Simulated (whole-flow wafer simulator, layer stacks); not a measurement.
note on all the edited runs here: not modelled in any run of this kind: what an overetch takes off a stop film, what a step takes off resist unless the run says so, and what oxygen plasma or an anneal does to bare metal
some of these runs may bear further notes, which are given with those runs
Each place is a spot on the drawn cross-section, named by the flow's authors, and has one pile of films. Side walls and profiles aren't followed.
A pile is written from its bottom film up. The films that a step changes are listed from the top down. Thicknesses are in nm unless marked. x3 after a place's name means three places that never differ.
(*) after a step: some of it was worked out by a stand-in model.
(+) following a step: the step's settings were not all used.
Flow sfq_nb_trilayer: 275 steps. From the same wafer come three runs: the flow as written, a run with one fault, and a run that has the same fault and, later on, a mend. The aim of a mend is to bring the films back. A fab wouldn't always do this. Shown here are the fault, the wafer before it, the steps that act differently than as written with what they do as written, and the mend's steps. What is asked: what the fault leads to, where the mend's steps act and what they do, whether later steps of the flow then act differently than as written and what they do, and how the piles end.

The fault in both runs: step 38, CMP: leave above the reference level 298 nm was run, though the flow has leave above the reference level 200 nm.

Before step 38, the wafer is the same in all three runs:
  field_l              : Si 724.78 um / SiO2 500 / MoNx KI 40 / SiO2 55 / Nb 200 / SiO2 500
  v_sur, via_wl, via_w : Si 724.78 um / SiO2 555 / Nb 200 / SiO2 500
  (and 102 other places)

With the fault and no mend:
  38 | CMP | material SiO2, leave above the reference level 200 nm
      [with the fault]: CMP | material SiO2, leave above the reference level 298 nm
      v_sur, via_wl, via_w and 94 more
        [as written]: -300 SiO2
        [with the fault]: -202 SiO2
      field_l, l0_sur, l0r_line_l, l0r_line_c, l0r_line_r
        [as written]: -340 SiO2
        [with the fault]: -242 SiO2
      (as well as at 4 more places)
  Steps further on in the flow that do not act as written (not shown: 4 more steps that differ only slightly, by at most 2% or 0.5 nm, whichever is larger):
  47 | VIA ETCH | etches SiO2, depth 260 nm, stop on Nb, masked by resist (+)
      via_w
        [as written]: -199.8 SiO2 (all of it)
        [with the fault]: -260 SiO2
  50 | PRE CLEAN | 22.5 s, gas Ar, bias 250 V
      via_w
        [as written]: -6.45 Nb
        [with the fault]: -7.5 SiO2
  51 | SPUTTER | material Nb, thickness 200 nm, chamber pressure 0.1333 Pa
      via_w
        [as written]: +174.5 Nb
        [with the fault]: +163.1 Nb (new film)
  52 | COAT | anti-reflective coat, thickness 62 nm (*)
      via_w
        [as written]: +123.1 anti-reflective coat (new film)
        [with the fault]: +136.1 anti-reflective coat (new film)
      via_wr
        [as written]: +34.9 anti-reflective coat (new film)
        [with the fault]: +33.2 anti-reflective coat (new film)
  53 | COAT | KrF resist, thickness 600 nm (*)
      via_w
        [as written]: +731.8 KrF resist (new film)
        [with the fault]: +781.6 KrF resist (new film)
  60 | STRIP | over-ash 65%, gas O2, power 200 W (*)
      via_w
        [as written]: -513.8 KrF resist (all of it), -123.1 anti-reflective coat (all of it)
        [with the fault]: -563.6 KrF resist (all of it), -136.1 anti-reflective coat (all of it)
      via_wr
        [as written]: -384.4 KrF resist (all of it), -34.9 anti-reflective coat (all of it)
        [with the fault]: -378.6 KrF resist (all of it), -33.2 anti-reflective coat (all of it)
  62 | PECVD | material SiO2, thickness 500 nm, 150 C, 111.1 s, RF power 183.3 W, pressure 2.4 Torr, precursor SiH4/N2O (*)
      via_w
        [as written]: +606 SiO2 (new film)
        [with the fault]: +678.7 SiO2 (new film)
  By the end, the piles at field_l, v_sur, via_wl and 103 more depart from the flow's by more than 2% or 0.5 nm, whichever is larger.
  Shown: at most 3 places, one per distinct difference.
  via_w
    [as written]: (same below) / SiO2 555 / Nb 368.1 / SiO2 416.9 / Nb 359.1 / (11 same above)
    [with the fault]: (same below) / SiO2 555 / Nb 200 / SiO2 30.3 / Nb 163.1 / SiO2 489.6 / Nb 359.1 / (11 same above)
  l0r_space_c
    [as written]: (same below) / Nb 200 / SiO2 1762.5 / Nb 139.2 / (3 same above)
    [with the fault]: (same below) / Nb 200 / SiO2 1860.5 / Nb 139.2 / (3 same above)
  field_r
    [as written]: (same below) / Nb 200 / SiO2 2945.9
    [with the fault]: (same below) / Nb 200 / SiO2 3043.9

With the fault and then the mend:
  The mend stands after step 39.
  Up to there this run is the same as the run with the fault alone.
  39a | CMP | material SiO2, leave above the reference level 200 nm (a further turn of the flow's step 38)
      field_l, v_sur, via_wl and 103 more
        -98 SiO2
  Later steps of the flow that are run all act as written at every place that is followed.
  At every place that both follow, the piles at the end match the flow's.
